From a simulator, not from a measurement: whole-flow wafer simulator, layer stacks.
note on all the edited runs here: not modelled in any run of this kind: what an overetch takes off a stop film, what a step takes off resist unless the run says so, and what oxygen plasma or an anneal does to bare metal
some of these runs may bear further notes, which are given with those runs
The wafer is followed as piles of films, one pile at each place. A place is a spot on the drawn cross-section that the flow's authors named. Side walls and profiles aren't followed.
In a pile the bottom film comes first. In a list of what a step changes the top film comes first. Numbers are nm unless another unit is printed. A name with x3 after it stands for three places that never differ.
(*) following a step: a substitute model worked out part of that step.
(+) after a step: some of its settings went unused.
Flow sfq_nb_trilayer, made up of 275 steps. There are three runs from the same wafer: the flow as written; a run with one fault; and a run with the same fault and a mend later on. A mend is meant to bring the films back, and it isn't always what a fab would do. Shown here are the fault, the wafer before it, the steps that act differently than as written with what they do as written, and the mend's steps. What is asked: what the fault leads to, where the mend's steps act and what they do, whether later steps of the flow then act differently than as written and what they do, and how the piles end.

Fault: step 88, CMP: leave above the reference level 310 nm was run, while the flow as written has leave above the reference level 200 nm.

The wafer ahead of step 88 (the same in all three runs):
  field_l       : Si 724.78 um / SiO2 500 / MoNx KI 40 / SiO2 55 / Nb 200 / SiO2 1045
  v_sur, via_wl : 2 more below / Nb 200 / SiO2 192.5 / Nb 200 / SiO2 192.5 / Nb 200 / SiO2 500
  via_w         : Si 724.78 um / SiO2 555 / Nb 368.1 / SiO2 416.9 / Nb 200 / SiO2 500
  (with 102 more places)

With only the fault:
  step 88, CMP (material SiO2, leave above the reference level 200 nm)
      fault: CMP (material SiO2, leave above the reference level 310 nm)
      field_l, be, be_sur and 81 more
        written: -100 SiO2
        fault: nothing
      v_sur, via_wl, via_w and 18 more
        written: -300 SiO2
        fault: -190 SiO2
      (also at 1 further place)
  Steps later in the flow that act otherwise than as written (6 more steps, not shown, differ only slightly: by at most 2% or 0.5 nm, whichever is larger):
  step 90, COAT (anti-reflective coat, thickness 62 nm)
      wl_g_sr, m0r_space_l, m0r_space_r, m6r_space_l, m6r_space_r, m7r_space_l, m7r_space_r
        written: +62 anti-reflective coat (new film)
        fault: +63.4 anti-reflective coat (new film)
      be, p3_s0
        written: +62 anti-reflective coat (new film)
        fault: +63.3 anti-reflective coat (new film)
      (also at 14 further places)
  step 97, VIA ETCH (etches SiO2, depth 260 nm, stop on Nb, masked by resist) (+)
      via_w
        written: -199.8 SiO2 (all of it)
        fault: -260 SiO2
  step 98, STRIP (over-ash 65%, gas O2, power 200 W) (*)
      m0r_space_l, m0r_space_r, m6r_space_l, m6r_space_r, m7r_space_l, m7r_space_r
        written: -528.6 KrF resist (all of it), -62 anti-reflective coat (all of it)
        fault: -530.2 KrF resist (all of it), -63.4 anti-reflective coat (all of it)
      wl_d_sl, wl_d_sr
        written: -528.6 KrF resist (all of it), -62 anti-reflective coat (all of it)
        fault: -532.5 KrF resist (all of it), -63.8 anti-reflective coat (all of it)
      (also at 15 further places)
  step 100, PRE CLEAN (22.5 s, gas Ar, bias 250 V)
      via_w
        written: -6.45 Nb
        fault: -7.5 SiO2
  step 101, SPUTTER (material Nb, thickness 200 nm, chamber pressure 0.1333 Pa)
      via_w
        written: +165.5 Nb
        fault: +152.6 Nb (new film)
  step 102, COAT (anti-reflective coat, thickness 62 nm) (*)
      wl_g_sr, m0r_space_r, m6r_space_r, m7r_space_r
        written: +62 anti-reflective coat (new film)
        fault: +63.3 anti-reflective coat (new film)
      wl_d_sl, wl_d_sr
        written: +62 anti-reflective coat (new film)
        fault: +63.7 anti-reflective coat (new film)
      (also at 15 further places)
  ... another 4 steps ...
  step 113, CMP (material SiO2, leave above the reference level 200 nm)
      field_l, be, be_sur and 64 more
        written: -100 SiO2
        fault: -90 SiO2
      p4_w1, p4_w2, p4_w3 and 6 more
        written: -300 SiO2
        fault: -290 SiO2
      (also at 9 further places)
  The piles end different from the flow's at field_l, v_sur, via_wl and 103 more by more than 2% or 0.5 nm, whichever is larger.
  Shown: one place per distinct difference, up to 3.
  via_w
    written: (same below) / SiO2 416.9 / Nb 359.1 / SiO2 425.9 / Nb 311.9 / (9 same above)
    fault: (same below) / SiO2 416.9 / Nb 200 / SiO2 42.3 / Nb 152.6 / SiO2 500.1 / Nb 311.9 / (9 same above)
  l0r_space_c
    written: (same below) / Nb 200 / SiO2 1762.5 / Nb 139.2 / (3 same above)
    fault: (same below) / Nb 200 / SiO2 1872.5 / Nb 139.2 / (3 same above)
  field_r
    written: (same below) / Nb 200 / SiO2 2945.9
    fault: (same below) / Nb 200 / SiO2 3055.9

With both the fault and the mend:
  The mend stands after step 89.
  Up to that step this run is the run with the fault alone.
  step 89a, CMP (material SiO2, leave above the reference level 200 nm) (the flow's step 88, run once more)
      field_l, be, be_sur and 81 more
        -100 SiO2
      v_sur, via_wl, via_w and 19 more
        -110 SiO2
  Later steps of the flow that are run all act as written at every place that is followed.
  The piles end the same as the flow's at every place that both follow.
